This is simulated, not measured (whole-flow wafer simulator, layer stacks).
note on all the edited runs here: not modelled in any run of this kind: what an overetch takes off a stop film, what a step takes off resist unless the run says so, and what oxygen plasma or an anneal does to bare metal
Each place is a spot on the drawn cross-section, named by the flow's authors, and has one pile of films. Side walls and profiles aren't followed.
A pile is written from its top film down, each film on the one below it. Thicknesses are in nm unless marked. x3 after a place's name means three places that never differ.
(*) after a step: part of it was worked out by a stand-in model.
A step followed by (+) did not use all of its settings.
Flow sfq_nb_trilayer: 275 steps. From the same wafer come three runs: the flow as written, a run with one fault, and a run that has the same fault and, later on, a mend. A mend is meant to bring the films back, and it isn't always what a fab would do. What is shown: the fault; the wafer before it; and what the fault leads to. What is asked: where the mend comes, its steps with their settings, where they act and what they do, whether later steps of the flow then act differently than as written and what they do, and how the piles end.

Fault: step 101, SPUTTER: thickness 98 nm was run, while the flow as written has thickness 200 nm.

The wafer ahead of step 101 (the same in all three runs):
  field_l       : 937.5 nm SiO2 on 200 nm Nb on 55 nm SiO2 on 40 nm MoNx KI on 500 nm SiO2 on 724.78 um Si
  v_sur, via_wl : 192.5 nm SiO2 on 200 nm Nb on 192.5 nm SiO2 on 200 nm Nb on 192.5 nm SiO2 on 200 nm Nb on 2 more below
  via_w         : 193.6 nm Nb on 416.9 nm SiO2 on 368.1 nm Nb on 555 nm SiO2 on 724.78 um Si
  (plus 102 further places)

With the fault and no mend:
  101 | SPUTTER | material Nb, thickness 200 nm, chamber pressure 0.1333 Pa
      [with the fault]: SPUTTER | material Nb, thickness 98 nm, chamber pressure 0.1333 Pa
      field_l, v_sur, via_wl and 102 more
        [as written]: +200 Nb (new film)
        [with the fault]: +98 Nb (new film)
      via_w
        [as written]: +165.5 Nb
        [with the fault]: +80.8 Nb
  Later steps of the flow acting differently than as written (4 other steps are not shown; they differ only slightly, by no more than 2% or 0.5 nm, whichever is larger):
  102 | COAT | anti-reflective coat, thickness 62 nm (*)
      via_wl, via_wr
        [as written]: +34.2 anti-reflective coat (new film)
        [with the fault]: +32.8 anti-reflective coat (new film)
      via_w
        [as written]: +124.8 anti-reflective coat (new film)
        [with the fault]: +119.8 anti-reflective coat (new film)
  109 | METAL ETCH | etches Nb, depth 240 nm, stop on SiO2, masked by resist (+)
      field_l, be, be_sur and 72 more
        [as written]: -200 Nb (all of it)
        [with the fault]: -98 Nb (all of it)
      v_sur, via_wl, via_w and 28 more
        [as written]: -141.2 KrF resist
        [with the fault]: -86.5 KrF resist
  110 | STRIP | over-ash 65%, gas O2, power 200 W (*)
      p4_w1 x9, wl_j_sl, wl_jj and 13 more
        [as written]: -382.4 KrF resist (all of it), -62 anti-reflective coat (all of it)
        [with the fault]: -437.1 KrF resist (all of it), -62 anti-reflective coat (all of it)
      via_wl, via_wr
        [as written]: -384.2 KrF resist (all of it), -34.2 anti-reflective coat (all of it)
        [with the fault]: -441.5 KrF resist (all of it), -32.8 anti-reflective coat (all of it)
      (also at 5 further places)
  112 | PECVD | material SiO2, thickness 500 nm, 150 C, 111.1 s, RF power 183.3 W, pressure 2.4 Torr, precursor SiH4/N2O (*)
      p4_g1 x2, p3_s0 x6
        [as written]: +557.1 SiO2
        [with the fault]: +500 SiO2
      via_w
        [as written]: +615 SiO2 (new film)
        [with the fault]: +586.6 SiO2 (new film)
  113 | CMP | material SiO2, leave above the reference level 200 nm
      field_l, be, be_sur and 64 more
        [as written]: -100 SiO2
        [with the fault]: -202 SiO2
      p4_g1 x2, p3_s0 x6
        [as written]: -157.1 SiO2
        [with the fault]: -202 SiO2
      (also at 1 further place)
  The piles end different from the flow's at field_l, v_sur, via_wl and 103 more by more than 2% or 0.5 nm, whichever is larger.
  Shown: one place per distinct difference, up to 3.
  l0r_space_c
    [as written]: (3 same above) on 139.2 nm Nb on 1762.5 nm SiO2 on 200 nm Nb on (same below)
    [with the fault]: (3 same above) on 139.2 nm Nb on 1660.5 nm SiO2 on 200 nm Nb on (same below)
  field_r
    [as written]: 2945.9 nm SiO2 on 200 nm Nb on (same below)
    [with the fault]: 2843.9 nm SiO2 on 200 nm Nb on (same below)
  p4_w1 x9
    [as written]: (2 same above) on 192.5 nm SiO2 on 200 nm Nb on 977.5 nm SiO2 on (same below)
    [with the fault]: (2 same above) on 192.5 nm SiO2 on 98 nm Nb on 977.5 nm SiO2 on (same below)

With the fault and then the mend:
  The mend stands after step 101.
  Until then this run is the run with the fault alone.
  101a | SPUTTER | material Nb, thickness 102 nm, chamber pressure 0.1333 Pa (the flow's step 101, run once more with other settings)
      field_l, v_sur, via_wl and 102 more
        +102 Nb
      via_w
        +83.3 Nb
  Later steps of the flow that are run all act as written at every place that is followed, up to a difference of at most 2% or 0.5 nm, whichever is larger.
  At the end the piles are close to the flow's at the places that both follow, differing by at most 2% or 0.5 nm, whichever is larger.
